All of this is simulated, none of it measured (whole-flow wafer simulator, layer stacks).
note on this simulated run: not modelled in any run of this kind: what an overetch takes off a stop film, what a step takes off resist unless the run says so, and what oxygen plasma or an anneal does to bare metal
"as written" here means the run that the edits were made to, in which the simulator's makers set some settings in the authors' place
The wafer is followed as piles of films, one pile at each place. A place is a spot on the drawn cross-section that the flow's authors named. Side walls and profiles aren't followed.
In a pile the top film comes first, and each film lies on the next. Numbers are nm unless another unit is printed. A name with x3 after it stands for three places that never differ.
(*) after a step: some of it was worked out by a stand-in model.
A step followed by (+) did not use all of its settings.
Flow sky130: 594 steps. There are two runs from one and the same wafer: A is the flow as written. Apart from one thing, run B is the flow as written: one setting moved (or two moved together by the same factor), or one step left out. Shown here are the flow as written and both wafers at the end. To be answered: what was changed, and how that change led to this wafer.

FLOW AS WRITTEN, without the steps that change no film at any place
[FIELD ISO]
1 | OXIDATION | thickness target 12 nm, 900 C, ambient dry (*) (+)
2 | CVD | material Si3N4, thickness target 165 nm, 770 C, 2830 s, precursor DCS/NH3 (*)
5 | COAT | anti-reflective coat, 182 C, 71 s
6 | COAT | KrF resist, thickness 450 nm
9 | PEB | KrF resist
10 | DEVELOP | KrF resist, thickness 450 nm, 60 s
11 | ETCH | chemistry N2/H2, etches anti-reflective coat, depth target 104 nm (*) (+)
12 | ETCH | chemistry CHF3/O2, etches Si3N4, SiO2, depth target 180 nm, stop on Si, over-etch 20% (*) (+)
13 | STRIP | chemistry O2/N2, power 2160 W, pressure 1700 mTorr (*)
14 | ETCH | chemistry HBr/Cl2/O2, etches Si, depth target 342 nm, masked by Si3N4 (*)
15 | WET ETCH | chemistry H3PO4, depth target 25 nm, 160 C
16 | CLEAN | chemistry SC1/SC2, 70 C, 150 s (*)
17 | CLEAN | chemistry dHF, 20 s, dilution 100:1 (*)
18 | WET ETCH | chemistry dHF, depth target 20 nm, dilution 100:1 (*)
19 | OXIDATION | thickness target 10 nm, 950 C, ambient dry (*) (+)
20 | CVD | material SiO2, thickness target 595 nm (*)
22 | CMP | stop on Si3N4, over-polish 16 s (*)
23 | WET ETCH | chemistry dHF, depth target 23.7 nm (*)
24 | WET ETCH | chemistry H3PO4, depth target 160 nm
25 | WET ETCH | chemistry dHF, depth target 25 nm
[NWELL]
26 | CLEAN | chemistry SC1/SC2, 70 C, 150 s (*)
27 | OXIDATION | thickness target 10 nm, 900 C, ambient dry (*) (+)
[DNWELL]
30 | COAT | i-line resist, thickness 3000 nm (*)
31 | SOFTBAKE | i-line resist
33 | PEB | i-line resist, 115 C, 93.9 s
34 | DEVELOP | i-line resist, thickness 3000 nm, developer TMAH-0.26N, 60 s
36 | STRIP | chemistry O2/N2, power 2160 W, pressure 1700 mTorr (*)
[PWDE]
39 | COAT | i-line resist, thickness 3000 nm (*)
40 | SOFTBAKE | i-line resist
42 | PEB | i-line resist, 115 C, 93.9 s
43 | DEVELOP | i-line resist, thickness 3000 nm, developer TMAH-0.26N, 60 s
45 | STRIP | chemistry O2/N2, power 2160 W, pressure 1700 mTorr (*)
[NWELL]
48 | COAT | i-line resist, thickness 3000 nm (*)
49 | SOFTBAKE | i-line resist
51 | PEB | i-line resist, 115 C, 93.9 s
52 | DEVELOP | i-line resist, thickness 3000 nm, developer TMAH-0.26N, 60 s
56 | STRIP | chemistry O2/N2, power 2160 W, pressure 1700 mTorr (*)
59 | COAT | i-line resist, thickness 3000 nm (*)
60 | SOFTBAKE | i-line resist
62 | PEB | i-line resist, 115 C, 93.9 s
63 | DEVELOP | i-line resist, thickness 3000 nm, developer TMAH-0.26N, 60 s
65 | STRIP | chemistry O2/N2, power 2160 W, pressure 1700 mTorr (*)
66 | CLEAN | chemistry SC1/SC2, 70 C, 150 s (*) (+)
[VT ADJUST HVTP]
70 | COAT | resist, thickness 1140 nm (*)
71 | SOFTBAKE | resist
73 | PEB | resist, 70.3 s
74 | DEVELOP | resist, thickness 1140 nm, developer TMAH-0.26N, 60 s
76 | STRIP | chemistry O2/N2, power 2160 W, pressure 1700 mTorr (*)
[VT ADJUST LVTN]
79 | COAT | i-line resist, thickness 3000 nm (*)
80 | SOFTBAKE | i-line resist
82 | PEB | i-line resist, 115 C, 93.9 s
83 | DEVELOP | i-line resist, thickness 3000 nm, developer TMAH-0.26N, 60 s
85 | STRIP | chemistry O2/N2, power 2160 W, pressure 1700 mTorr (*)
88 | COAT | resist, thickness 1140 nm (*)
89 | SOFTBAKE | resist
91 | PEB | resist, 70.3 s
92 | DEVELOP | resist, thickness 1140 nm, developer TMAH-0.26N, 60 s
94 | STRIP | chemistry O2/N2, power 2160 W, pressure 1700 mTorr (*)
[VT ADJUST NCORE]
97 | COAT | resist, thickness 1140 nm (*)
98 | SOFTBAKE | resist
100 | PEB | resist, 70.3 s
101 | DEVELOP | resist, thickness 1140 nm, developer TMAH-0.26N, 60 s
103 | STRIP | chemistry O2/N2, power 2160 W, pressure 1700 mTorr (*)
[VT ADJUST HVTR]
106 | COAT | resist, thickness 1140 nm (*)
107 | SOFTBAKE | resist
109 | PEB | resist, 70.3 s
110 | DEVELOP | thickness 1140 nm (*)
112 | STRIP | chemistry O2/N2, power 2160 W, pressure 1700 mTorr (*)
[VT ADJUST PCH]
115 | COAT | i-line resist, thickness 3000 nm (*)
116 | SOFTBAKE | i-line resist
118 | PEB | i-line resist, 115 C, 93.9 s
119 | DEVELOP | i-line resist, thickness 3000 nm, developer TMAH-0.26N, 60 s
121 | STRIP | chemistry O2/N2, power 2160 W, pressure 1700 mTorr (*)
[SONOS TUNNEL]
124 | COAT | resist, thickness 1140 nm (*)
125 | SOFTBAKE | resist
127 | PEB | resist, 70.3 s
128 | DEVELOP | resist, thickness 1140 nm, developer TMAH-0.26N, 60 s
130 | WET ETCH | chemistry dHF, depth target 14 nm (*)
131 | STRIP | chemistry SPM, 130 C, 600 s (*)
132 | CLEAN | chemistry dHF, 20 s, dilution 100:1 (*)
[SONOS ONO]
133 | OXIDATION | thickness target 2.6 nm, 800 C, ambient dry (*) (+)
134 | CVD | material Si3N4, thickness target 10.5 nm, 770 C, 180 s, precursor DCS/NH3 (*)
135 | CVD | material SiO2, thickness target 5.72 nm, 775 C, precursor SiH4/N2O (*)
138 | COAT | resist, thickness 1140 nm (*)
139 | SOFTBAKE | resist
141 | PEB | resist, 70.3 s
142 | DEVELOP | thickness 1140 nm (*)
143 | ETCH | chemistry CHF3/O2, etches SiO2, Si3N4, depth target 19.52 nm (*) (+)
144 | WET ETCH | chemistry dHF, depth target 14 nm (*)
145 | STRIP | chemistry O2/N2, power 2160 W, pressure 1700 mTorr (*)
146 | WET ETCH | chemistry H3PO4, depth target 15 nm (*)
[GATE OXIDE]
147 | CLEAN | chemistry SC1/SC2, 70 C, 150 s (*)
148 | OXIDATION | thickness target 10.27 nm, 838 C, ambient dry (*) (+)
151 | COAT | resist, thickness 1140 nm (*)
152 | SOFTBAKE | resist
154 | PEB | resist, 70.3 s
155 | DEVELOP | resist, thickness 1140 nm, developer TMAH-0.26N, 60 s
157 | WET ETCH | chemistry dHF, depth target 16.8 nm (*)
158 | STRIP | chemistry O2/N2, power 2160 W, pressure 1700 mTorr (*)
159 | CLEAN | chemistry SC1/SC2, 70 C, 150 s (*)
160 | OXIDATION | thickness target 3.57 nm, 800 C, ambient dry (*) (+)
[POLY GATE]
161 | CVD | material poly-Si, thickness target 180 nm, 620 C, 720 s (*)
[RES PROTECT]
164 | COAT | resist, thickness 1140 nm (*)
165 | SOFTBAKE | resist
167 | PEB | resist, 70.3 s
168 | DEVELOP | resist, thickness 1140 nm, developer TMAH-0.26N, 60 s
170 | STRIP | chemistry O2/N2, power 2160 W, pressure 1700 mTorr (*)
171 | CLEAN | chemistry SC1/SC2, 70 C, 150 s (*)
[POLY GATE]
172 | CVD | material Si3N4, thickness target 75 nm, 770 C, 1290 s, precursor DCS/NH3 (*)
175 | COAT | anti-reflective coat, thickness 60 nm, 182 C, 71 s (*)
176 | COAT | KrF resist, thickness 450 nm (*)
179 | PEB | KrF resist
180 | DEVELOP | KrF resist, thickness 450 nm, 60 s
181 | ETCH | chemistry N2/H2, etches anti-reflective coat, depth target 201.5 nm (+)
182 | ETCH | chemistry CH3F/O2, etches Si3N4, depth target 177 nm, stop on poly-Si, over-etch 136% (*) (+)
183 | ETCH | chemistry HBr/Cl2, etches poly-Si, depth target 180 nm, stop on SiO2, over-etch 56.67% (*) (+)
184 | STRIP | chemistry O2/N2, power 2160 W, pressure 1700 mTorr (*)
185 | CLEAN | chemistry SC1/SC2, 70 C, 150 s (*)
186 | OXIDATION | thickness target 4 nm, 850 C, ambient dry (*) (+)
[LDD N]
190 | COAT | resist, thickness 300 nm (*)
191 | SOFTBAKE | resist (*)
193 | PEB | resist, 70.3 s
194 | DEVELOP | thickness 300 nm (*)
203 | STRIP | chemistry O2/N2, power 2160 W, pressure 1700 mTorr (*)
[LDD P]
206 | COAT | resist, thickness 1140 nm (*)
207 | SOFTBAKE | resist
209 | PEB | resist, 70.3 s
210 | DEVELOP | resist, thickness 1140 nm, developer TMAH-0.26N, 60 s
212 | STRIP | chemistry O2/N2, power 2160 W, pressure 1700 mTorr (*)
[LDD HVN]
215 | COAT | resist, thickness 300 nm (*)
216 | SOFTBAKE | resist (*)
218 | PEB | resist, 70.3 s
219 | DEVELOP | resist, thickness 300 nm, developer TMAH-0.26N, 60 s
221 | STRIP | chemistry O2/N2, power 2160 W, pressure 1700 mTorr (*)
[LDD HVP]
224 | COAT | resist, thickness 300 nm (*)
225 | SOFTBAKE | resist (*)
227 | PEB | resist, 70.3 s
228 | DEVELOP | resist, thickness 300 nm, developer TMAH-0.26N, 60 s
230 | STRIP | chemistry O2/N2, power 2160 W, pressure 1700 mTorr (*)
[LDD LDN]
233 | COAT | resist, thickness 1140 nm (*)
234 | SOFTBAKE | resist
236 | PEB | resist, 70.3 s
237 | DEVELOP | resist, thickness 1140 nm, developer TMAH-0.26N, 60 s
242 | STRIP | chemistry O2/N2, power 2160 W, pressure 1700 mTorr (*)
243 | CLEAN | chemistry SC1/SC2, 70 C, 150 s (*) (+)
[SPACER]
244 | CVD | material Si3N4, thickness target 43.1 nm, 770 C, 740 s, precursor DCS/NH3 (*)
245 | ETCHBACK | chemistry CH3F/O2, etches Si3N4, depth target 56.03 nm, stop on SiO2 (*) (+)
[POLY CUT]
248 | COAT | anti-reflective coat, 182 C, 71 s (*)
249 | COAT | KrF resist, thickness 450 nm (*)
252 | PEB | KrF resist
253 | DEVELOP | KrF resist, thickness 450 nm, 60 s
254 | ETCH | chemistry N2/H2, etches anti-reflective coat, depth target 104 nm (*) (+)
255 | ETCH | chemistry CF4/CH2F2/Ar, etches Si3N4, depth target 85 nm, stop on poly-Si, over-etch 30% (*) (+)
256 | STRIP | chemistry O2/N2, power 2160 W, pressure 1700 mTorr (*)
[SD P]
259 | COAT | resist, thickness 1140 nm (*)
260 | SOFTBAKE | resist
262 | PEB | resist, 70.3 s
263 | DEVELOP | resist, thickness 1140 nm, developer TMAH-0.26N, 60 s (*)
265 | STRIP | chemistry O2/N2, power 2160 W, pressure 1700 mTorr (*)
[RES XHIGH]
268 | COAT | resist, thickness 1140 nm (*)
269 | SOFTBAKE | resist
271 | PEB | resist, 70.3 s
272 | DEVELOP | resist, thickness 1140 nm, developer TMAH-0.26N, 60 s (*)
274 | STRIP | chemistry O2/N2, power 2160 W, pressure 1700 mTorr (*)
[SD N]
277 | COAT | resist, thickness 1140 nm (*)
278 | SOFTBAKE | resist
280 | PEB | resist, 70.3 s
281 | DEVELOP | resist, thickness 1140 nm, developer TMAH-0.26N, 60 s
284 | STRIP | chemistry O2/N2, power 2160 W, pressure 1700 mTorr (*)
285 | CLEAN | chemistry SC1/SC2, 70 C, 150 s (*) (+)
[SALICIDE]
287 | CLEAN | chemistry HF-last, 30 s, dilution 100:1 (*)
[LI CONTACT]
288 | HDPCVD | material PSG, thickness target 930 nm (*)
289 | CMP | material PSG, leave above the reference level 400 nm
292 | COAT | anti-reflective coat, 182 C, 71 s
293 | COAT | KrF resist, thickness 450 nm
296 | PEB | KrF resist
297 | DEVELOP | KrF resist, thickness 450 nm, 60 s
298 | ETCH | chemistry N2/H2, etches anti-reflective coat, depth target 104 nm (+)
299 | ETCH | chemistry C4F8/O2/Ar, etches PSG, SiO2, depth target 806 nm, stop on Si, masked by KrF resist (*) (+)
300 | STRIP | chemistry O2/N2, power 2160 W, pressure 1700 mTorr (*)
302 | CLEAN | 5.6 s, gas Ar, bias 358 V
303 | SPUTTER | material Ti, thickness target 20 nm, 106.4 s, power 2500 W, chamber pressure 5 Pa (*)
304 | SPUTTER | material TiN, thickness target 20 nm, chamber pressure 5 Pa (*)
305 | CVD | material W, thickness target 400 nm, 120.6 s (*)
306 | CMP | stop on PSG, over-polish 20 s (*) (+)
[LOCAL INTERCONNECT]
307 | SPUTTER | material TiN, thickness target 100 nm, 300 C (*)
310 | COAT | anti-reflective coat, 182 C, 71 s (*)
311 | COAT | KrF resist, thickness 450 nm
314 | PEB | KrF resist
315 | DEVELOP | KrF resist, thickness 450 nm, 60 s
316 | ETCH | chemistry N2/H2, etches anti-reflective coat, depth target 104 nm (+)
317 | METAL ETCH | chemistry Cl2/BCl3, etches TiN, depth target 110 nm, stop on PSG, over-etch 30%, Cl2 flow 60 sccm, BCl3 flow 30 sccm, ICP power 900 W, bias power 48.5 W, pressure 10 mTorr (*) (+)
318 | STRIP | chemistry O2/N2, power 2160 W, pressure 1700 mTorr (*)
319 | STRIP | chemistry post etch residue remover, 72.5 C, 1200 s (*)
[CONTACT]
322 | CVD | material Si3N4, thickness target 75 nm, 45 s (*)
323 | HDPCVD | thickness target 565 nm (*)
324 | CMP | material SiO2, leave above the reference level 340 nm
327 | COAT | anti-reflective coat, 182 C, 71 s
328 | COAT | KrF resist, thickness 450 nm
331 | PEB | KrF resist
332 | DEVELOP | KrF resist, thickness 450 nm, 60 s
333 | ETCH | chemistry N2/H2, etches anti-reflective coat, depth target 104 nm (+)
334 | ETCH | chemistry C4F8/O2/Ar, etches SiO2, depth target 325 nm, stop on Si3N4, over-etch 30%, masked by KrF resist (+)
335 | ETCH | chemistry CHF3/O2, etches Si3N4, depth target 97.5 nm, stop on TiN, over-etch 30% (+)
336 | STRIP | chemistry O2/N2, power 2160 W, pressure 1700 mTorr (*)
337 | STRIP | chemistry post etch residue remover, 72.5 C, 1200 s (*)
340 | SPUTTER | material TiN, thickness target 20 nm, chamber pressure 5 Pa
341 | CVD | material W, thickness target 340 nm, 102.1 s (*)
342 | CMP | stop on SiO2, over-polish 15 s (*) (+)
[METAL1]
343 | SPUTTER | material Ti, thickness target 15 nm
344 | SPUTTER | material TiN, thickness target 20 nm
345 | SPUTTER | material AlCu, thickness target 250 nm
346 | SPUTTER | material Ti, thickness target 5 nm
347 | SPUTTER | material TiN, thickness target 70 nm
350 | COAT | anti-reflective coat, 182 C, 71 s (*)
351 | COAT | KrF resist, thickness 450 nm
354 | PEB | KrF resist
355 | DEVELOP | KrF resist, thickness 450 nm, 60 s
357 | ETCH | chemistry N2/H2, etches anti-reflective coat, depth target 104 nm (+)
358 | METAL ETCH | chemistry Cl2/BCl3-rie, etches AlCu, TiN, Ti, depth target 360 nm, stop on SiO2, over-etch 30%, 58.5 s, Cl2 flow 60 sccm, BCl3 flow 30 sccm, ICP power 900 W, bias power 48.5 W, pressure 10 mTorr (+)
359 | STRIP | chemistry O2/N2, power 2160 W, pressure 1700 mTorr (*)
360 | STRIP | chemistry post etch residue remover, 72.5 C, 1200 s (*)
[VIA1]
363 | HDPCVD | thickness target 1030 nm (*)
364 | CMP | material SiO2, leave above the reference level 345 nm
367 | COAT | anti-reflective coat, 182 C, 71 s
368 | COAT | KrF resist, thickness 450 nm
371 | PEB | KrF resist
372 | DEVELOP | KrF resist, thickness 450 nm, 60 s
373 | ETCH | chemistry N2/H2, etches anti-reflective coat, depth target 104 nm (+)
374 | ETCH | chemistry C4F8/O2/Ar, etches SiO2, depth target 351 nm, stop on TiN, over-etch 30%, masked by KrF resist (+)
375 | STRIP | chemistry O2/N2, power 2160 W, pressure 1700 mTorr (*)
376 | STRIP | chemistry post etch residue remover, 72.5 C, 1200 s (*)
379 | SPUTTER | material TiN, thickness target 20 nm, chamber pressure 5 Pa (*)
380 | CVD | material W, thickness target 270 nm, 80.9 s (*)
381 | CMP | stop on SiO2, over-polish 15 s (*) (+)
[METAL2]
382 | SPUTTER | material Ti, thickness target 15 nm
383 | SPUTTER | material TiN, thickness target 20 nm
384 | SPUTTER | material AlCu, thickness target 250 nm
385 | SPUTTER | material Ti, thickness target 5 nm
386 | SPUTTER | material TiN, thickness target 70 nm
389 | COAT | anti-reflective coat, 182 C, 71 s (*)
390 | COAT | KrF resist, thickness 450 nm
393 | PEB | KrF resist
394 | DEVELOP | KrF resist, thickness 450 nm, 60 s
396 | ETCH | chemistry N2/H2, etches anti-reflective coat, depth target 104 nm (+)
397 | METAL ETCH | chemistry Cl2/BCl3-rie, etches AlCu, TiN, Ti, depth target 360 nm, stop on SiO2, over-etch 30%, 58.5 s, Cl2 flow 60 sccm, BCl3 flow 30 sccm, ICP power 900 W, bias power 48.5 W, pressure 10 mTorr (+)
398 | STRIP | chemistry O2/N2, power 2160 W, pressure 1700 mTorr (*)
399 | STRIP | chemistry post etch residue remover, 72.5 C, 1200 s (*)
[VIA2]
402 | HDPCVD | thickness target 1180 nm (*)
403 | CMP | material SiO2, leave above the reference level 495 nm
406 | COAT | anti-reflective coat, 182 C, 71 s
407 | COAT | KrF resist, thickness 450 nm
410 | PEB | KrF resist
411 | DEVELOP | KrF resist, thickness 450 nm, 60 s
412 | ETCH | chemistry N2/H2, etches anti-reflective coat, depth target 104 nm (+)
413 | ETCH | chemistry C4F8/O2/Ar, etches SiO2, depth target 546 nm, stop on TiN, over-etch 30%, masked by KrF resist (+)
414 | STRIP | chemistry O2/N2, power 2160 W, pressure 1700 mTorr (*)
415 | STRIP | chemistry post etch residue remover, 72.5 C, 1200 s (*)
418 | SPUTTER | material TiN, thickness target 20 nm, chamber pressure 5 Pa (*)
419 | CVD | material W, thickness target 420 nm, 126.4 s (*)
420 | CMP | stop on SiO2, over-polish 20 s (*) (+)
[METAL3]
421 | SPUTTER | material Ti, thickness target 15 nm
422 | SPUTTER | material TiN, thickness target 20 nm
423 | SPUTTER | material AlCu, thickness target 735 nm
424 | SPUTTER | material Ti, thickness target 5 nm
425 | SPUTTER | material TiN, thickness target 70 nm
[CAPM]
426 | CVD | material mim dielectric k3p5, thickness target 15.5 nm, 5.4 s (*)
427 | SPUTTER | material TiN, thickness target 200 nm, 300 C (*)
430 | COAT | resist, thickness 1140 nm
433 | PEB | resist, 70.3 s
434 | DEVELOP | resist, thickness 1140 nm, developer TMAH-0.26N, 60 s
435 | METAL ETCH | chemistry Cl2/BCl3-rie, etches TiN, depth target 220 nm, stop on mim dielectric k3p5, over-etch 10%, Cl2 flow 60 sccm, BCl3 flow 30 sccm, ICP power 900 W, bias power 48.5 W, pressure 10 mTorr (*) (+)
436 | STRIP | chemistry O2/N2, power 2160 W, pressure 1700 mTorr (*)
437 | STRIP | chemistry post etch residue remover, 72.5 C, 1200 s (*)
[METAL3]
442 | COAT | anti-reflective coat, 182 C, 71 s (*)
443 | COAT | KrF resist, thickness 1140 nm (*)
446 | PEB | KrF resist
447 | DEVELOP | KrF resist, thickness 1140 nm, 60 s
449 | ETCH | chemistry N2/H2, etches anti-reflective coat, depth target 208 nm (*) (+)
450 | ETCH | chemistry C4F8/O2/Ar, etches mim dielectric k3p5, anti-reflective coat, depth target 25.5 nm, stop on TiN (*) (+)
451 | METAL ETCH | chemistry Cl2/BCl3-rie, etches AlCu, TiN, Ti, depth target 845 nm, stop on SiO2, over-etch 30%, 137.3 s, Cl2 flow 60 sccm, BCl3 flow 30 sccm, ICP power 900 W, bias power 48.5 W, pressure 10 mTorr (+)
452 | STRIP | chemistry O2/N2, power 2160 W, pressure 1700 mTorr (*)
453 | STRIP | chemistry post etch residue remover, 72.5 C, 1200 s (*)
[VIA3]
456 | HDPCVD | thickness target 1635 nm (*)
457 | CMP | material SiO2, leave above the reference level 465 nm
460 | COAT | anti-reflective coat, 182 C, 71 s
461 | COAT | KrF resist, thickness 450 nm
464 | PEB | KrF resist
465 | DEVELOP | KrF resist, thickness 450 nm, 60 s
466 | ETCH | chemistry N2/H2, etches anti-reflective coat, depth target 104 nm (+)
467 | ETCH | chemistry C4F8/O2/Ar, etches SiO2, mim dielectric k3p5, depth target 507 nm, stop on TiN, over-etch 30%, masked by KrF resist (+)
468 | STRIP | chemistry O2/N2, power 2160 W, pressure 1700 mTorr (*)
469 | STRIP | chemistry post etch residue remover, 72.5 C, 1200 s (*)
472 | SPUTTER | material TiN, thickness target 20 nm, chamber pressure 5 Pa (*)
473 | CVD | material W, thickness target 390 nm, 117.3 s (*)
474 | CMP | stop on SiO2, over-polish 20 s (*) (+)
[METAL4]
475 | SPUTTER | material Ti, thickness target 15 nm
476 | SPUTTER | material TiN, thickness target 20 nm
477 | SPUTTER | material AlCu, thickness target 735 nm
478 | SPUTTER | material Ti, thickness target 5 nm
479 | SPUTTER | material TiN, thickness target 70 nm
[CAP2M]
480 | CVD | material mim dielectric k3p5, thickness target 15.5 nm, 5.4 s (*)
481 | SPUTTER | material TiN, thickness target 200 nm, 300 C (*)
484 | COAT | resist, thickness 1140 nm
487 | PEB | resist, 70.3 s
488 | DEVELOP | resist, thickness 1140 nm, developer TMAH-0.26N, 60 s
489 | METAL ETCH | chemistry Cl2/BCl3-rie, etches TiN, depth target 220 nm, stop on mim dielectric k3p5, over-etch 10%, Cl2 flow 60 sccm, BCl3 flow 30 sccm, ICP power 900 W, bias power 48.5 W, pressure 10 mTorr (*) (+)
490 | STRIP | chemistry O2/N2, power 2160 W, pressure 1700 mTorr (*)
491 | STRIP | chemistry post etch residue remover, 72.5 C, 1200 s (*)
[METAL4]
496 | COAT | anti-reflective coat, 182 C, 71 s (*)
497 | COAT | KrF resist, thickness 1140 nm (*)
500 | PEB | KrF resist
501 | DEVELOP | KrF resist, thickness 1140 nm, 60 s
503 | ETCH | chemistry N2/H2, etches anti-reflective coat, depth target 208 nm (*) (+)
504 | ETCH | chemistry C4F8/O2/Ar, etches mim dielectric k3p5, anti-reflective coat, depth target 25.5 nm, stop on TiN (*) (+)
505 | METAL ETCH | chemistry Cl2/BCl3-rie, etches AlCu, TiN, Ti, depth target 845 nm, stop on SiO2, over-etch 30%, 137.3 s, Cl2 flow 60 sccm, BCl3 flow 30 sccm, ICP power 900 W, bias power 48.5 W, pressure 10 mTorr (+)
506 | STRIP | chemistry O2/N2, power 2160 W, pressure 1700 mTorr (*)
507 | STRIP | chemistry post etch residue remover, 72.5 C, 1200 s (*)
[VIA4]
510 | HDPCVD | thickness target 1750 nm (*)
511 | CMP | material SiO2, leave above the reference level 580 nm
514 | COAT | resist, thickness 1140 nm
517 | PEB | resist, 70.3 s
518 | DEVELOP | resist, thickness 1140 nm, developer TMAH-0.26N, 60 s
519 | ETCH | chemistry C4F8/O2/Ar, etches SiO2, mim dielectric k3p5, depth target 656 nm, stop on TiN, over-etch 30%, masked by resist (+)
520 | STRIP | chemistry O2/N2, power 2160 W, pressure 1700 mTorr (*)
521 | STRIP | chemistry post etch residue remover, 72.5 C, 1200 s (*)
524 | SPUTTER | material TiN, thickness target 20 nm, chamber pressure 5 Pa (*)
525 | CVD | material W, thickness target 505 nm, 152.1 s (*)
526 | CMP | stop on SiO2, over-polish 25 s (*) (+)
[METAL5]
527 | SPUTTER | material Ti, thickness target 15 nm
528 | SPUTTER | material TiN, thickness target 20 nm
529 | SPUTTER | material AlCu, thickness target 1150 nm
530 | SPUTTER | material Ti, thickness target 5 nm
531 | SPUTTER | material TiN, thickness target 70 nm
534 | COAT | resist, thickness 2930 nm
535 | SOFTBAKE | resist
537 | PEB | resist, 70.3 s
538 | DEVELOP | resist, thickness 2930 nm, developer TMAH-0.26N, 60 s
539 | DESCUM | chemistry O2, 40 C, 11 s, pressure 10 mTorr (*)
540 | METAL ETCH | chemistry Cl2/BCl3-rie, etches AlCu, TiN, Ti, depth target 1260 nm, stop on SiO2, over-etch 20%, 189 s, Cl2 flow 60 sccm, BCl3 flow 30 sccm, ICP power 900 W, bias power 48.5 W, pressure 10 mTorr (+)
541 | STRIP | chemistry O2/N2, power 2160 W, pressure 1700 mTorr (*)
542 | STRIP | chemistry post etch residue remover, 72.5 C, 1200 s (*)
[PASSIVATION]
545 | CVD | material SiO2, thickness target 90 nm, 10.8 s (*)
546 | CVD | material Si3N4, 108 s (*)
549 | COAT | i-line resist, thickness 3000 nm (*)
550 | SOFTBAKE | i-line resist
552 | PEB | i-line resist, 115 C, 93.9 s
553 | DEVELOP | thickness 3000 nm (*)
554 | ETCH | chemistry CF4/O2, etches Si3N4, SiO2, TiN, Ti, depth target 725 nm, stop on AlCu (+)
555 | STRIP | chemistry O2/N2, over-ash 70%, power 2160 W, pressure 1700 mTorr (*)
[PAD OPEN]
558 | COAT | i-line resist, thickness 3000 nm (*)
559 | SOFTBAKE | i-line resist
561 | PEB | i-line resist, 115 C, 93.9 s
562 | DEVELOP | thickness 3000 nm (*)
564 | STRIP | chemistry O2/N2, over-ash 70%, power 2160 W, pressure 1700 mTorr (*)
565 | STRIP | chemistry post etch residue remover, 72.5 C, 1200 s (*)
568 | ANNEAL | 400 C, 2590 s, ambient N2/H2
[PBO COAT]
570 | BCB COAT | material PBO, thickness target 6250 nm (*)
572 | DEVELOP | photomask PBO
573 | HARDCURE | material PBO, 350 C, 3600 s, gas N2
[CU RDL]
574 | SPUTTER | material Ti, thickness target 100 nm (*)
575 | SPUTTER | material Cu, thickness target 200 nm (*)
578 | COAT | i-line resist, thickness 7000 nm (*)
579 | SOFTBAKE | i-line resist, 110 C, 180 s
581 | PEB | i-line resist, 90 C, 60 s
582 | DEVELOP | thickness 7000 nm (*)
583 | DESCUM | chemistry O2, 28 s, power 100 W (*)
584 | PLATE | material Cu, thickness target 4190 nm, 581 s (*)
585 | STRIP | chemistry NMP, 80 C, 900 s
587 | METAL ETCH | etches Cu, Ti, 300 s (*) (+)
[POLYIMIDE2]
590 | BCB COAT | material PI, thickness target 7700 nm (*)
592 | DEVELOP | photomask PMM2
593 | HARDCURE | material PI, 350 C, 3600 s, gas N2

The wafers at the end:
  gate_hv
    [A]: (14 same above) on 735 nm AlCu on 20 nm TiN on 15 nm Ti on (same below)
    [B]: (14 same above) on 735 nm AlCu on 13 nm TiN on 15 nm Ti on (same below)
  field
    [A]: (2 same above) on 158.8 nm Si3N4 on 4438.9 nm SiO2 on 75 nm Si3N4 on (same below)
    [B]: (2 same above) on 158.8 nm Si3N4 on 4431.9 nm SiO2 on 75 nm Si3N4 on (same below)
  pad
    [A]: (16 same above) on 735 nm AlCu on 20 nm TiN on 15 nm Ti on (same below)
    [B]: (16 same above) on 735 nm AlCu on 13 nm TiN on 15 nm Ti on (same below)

What caused this: step 422, SPUTTER: thickness target 13 nm was run, whereas the flow has thickness target 20 nm.
One can read it off the wafer: gate_hv has TiN 13, and step 422 as written asks for 20 nm.

How this came from the change, step by step:
  422 | SPUTTER | material TiN, thickness target 20 nm
      field, active, n_well and 188 more: A TiN gains 20 (new film) | B TiN gains 13 (new film)
  451 | METAL ETCH | chemistry Cl2/BCl3-rie, etches AlCu, TiN, Ti, depth target 845 nm, stop on SiO2, over-etch 30%, 137.3 s, Cl2 flow 60 sccm, BCl3 flow 30 sccm, ICP power 900 W, bias power 48.5 W, pressure 10 mTorr (+)
      field, gate, spacer and 61 more: A TiN loses 70 (all of it), Ti loses 5 (all of it), AlCu loses 735 (all of it), TiN loses 20 (all of it), Ti loses 15 (all of it), SiO2 loses 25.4 | B TiN loses 70 (all of it), Ti loses 5 (all of it), AlCu loses 735 (all of it), TiN loses 13 (all of it), Ti loses 15 (all of it), SiO2 loses 26
      active, vpp_l1ln, via_li1, sonos_guard_hv, iso_guard_nw, rxpo_ln, rpm_encl_urpm: A TiN loses 70 (all of it), Ti loses 5 (all of it), AlCu loses 735 (all of it), TiN loses 20 (all of it), Ti loses 15 (all of it), SiO2 loses 25.3 | B TiN loses 70 (all of it), Ti loses 5 (all of it), AlCu loses 735 (all of it), TiN loses 13 (all of it), Ti loses 15 (all of it), SiO2 loses 26
      (as well as at 14 more places)
